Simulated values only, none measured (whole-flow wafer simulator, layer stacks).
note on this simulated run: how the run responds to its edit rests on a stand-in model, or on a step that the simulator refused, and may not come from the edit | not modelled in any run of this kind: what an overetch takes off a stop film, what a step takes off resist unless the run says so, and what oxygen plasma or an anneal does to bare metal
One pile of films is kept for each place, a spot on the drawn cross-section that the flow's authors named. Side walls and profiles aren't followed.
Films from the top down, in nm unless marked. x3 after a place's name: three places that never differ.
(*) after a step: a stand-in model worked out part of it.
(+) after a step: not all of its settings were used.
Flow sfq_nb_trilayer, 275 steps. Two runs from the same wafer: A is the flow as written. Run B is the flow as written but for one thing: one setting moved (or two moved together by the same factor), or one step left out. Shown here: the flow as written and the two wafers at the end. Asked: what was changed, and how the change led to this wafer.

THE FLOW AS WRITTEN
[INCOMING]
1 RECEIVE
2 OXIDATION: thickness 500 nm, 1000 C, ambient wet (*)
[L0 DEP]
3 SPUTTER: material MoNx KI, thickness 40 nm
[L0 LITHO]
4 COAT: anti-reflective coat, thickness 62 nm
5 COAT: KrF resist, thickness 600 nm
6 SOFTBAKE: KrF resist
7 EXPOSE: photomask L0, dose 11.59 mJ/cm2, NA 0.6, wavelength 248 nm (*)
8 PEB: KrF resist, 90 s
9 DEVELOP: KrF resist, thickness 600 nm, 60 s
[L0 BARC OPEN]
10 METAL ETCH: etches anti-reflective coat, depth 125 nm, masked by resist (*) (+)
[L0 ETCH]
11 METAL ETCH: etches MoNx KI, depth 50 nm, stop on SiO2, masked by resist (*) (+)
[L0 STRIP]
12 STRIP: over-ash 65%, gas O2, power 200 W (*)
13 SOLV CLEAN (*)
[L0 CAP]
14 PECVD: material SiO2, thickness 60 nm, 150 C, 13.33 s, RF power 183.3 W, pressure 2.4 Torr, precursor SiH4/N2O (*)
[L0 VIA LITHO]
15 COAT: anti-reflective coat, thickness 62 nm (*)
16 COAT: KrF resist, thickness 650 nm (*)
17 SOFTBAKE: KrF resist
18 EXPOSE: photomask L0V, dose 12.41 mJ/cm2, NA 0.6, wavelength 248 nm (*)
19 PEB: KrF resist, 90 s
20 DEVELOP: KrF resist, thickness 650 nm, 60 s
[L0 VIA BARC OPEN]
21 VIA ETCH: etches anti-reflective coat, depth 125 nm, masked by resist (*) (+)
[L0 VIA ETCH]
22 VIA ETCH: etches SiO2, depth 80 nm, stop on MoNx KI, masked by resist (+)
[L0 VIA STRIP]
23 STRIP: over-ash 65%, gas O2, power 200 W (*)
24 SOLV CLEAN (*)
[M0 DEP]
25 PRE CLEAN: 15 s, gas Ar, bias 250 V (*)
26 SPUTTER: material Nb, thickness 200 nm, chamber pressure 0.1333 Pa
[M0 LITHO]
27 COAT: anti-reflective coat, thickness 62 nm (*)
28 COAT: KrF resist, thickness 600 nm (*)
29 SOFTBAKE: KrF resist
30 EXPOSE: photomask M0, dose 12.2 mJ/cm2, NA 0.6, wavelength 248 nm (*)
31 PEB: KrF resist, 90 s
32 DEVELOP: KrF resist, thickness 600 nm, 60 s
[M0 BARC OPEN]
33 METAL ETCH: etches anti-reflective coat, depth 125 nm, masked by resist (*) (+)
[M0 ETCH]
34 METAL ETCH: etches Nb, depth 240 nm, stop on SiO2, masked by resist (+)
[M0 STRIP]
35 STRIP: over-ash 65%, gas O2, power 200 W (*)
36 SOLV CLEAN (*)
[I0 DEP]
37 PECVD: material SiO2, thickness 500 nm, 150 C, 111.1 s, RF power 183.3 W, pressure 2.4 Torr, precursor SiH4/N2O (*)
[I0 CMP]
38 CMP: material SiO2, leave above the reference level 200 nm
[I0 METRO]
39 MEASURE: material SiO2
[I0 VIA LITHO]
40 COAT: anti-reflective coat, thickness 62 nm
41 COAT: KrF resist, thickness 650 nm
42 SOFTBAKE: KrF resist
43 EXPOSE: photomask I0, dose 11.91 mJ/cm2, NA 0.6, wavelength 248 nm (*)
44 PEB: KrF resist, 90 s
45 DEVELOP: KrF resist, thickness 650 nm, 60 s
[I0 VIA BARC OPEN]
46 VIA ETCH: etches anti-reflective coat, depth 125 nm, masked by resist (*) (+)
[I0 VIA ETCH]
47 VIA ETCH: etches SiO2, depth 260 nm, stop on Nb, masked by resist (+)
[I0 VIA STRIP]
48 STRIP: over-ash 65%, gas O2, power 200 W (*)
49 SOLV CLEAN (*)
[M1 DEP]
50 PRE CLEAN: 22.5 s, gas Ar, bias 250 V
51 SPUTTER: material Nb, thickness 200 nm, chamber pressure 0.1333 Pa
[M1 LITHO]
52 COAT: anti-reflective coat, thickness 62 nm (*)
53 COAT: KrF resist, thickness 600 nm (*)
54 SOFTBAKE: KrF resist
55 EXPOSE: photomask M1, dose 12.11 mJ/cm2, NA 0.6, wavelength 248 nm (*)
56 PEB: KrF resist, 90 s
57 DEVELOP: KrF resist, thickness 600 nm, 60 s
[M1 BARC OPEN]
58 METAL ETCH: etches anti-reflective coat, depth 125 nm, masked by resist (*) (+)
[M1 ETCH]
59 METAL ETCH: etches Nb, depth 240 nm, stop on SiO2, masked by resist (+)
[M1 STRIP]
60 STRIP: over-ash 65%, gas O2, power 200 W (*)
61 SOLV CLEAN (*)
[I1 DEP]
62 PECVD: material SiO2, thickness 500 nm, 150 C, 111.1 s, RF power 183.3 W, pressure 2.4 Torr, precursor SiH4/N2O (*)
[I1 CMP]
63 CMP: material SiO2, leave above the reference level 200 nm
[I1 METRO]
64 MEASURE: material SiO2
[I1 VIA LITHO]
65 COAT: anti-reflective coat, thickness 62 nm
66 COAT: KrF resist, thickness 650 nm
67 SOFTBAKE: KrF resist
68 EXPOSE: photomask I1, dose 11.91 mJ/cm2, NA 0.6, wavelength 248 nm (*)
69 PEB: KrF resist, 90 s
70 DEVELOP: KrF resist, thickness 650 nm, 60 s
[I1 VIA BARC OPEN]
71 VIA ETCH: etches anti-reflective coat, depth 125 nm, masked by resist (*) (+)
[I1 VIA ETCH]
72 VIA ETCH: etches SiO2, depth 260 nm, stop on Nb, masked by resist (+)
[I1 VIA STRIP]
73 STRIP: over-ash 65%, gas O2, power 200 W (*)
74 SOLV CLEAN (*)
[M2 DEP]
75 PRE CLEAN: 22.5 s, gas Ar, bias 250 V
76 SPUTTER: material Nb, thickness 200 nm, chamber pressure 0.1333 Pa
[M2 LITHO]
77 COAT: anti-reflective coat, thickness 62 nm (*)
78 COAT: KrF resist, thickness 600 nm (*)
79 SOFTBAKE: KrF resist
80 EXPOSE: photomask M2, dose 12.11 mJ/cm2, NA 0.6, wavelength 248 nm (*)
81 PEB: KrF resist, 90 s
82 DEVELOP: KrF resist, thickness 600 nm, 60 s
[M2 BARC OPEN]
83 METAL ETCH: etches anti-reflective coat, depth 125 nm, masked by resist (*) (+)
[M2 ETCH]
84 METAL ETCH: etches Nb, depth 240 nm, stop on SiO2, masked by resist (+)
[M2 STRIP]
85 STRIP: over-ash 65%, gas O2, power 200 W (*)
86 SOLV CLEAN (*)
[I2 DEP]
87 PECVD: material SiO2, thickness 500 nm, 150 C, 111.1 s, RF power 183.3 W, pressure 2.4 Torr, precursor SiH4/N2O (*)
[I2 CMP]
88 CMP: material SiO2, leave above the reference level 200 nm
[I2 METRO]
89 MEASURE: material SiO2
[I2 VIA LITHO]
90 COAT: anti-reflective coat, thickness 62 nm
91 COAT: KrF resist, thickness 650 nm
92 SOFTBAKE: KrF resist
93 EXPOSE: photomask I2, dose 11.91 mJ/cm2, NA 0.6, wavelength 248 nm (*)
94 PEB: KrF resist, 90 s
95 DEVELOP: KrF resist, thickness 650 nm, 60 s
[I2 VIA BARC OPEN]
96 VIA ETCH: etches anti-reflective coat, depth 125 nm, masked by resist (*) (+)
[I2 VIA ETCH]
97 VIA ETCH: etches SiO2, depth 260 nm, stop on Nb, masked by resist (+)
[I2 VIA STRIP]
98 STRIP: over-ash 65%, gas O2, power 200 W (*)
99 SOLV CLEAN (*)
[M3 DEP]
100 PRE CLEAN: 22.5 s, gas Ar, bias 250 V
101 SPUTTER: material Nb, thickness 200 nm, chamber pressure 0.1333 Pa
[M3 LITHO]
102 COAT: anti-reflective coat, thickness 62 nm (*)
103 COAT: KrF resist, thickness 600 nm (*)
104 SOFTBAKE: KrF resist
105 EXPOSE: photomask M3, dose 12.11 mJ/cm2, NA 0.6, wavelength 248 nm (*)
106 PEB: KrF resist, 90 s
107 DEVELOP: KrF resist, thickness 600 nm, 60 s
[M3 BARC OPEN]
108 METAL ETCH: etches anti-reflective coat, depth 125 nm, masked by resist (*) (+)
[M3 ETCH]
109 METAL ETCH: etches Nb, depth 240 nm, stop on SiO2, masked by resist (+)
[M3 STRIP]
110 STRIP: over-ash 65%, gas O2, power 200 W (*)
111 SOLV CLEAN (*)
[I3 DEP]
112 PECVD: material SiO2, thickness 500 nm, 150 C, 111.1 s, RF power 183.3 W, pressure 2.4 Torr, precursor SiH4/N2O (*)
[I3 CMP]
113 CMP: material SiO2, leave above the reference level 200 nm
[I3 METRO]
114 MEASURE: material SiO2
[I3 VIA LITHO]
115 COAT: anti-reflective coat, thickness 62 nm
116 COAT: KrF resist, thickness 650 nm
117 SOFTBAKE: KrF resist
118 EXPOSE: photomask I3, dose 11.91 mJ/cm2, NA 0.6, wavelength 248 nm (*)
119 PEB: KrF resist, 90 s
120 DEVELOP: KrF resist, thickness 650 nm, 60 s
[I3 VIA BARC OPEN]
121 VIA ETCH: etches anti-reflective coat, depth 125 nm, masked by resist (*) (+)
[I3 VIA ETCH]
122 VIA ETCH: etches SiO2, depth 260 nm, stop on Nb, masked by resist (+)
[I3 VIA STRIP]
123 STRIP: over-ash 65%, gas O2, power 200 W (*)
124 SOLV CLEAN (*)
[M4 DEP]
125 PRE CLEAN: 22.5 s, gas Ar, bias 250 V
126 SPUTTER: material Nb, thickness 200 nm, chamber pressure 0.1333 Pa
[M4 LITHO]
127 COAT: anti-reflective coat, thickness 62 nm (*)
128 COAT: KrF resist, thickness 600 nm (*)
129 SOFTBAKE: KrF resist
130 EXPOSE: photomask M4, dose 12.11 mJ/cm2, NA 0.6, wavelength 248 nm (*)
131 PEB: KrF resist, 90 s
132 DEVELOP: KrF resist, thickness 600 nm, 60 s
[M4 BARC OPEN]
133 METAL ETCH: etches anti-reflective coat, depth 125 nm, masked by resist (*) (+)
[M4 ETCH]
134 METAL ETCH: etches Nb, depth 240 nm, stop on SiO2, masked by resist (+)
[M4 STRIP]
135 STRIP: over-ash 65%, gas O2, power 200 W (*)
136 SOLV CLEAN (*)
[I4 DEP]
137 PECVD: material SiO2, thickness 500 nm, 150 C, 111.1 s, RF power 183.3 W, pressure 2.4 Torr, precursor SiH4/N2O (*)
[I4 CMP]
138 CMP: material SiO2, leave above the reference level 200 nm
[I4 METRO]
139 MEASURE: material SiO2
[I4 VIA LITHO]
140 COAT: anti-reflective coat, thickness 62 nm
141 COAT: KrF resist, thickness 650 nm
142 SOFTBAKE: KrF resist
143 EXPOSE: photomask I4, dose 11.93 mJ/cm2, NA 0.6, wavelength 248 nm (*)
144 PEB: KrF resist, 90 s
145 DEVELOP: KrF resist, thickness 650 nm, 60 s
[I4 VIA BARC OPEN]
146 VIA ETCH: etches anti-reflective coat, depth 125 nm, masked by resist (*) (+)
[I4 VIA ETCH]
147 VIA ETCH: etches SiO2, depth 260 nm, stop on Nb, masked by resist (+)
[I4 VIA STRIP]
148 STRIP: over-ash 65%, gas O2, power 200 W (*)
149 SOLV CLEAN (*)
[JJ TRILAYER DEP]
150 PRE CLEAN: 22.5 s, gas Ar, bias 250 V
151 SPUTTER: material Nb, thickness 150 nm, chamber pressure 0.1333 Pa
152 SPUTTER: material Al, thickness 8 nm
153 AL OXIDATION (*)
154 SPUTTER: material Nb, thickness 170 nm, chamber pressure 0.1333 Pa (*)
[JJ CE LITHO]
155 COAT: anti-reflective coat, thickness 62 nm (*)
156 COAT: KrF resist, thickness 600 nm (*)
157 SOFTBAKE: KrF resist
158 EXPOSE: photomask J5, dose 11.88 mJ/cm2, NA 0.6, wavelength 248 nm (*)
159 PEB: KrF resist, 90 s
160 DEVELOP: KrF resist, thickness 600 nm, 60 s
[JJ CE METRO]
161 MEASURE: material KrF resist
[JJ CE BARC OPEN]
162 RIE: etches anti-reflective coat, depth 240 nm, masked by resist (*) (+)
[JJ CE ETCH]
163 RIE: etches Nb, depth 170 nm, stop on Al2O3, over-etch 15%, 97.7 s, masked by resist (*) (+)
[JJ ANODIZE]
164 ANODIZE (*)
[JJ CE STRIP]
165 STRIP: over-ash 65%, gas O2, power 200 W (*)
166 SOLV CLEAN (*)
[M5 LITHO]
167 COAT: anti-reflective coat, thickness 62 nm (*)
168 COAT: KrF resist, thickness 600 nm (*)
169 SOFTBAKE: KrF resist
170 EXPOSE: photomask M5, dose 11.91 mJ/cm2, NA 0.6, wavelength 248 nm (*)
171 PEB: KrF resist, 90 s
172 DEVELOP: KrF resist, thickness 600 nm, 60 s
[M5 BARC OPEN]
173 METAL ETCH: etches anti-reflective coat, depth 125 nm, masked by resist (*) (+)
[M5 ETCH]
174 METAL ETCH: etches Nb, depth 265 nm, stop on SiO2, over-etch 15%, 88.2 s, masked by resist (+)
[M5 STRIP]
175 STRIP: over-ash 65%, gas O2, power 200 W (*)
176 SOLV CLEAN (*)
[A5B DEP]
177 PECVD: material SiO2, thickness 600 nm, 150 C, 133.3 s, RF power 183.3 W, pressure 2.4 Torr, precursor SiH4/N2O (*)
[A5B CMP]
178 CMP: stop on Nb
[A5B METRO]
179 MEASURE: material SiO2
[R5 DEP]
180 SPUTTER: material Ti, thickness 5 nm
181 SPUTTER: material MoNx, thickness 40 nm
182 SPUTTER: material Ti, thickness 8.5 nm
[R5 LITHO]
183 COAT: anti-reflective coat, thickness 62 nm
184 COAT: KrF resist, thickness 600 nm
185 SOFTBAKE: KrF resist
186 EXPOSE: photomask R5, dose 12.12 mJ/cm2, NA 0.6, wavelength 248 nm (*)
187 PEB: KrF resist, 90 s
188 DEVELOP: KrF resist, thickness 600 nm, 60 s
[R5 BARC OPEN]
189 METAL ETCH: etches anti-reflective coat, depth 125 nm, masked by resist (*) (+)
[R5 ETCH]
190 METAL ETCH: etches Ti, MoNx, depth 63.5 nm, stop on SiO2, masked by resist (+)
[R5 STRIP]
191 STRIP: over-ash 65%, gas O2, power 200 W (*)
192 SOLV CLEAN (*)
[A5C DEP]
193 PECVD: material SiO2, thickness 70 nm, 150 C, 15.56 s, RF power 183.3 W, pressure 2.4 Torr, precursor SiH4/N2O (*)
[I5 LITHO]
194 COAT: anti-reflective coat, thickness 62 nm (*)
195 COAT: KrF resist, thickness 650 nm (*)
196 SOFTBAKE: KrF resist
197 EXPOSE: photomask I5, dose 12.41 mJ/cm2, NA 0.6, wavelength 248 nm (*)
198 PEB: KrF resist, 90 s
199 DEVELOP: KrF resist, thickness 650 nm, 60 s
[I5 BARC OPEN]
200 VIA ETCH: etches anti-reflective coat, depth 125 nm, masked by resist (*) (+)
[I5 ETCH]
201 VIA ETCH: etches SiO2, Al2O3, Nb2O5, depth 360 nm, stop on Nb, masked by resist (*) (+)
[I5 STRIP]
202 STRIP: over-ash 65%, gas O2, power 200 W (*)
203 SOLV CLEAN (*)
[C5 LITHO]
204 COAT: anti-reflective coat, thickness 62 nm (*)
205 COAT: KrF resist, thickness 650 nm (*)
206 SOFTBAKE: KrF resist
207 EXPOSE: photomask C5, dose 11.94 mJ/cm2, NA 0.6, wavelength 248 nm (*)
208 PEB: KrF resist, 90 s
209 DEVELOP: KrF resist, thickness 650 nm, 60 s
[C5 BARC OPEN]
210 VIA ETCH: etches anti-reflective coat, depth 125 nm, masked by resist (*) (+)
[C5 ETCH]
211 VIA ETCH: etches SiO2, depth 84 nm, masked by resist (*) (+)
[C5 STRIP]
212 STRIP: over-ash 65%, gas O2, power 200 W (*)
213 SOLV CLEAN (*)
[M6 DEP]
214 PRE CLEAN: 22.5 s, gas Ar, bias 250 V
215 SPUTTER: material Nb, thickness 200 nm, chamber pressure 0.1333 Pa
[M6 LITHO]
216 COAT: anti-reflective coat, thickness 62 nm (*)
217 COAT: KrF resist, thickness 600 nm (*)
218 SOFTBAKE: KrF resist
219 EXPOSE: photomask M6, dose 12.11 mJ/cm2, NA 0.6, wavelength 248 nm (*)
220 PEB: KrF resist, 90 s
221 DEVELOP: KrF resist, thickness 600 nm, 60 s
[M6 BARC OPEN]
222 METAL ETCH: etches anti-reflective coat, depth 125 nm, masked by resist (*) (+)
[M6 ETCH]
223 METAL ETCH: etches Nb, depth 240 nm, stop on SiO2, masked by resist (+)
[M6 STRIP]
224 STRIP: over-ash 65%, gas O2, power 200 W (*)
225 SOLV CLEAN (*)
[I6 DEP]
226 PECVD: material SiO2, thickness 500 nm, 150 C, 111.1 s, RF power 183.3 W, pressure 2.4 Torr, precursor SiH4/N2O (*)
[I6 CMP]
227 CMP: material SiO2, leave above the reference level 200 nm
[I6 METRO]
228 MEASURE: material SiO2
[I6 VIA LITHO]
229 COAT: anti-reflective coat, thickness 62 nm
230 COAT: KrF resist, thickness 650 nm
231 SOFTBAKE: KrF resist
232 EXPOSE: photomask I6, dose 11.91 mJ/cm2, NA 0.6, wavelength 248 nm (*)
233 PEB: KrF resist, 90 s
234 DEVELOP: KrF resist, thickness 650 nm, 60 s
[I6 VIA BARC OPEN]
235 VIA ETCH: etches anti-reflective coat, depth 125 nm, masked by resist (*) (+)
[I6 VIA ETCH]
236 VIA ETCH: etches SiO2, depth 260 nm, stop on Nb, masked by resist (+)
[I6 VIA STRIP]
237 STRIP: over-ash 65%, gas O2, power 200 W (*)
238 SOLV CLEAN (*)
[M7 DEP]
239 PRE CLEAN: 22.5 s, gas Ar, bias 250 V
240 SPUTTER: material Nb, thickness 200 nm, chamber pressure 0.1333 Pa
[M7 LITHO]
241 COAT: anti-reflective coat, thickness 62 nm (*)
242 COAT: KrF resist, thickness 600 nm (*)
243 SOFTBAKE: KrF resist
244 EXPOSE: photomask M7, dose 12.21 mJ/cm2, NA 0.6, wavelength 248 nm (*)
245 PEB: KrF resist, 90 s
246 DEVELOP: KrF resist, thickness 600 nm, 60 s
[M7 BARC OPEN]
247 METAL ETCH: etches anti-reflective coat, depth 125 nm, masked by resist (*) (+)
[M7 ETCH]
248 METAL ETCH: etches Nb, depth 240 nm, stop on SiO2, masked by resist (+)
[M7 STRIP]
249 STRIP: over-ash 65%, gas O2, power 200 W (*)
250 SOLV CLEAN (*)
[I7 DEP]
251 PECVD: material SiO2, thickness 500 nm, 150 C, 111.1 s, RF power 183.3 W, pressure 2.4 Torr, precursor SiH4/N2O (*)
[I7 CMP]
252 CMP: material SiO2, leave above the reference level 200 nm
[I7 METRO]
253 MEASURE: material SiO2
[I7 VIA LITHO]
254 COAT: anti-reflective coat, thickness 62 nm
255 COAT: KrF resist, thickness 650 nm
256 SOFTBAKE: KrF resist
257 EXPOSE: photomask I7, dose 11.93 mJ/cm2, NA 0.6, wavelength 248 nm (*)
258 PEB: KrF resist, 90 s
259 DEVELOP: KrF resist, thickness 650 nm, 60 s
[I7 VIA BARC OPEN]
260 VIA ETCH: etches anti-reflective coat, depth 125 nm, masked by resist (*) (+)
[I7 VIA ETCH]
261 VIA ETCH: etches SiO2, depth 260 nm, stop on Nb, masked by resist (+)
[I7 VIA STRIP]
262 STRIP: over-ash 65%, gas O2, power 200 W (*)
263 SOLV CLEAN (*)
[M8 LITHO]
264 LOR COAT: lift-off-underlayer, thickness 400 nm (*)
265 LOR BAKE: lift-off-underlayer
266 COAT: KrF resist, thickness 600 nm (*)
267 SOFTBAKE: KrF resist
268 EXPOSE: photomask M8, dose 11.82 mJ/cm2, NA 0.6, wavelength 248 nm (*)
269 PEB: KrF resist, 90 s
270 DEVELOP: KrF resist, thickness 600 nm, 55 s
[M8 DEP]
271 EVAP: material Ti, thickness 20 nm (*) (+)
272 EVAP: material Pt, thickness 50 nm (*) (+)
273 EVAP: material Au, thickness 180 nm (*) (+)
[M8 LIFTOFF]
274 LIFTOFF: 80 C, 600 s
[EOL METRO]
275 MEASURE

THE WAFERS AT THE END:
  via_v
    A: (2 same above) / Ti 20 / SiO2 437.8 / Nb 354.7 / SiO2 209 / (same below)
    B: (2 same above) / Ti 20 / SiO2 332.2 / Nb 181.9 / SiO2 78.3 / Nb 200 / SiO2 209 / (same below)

The cause: step 236, VIA ETCH: depth 114 nm was run, where the flow has depth 260 nm.

How the change led to this, step by step:
  236 VIA ETCH: etches SiO2, depth 260 nm, stop on Nb, masked by resist (+)
      via_v: A SiO2 -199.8 (all of it) | B SiO2 -114
      field_l, v_sur, via_wl and 102 more: A KrF resist -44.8 | B KrF resist -19.7
  237 STRIP: over-ash 65%, gas O2, power 200 W (*)
      field_l, v_sur, via_wl and 102 more: A KrF resist -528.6 (all of it), anti-reflective coat -62 (all of it) | B KrF resist -553.8 (all of it), anti-reflective coat -62 (all of it)
  239 PRE CLEAN: 22.5 s, gas Ar, bias 250 V
      via_v: A Nb -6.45 | B SiO2 -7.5
  240 SPUTTER: material Nb, thickness 200 nm, chamber pressure 0.1333 Pa
      via_v: A Nb +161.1 | B Nb +181.9 (new film)
  241 COAT: anti-reflective coat, thickness 62 nm (*)
      via_sp: A anti-reflective coat +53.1 (new film) | B anti-reflective coat +54.8 (new film)
      via_v: A anti-reflective coat +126 (new film) | B anti-reflective coat +106.1 (new film)
      (and at 1 more place)
  242 COAT: KrF resist, thickness 600 nm (*)
      via_v: A KrF resist +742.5 (new film) | B KrF resist +671 (new film)
  249 STRIP: over-ash 65%, gas O2, power 200 W (*)
      via_sp: A KrF resist -373.6 (all of it), anti-reflective coat -53.1 (all of it) | B KrF resist -379.5 (all of it), anti-reflective coat -54.8 (all of it)
      via_v: A KrF resist -524.5 (all of it), anti-reflective coat -126 (all of it) | B KrF resist -453.2 (all of it), anti-reflective coat -106.1 (all of it)
      (and at 1 more place)
  251 PECVD: material SiO2, thickness 500 nm, 150 C, 111.1 s, RF power 183.3 W, pressure 2.4 Torr, precursor SiH4/N2O (*)
      via_v: A SiO2 +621 (new film) | B SiO2 +500 (new film)
  252 CMP: material SiO2, leave above the reference level 200 nm
      via_v: A SiO2 -183.1 | B SiO2 -167.8
Counting metal films that touch as one body, via_v has 7 bodies (between them, from the top down: SiO2 332.2; SiO2 78.3; SiO2 209 / Al2O3 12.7 / Nb2O5 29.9; SiO2 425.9; SiO2 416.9; SiO2 192.5); the flow as written gives 6 bodies (between them, from the top down: SiO2 437.8; SiO2 209 / Al2O3 12.7 / Nb2O5 29.9; SiO2 425.9; SiO2 416.9; SiO2 192.5).
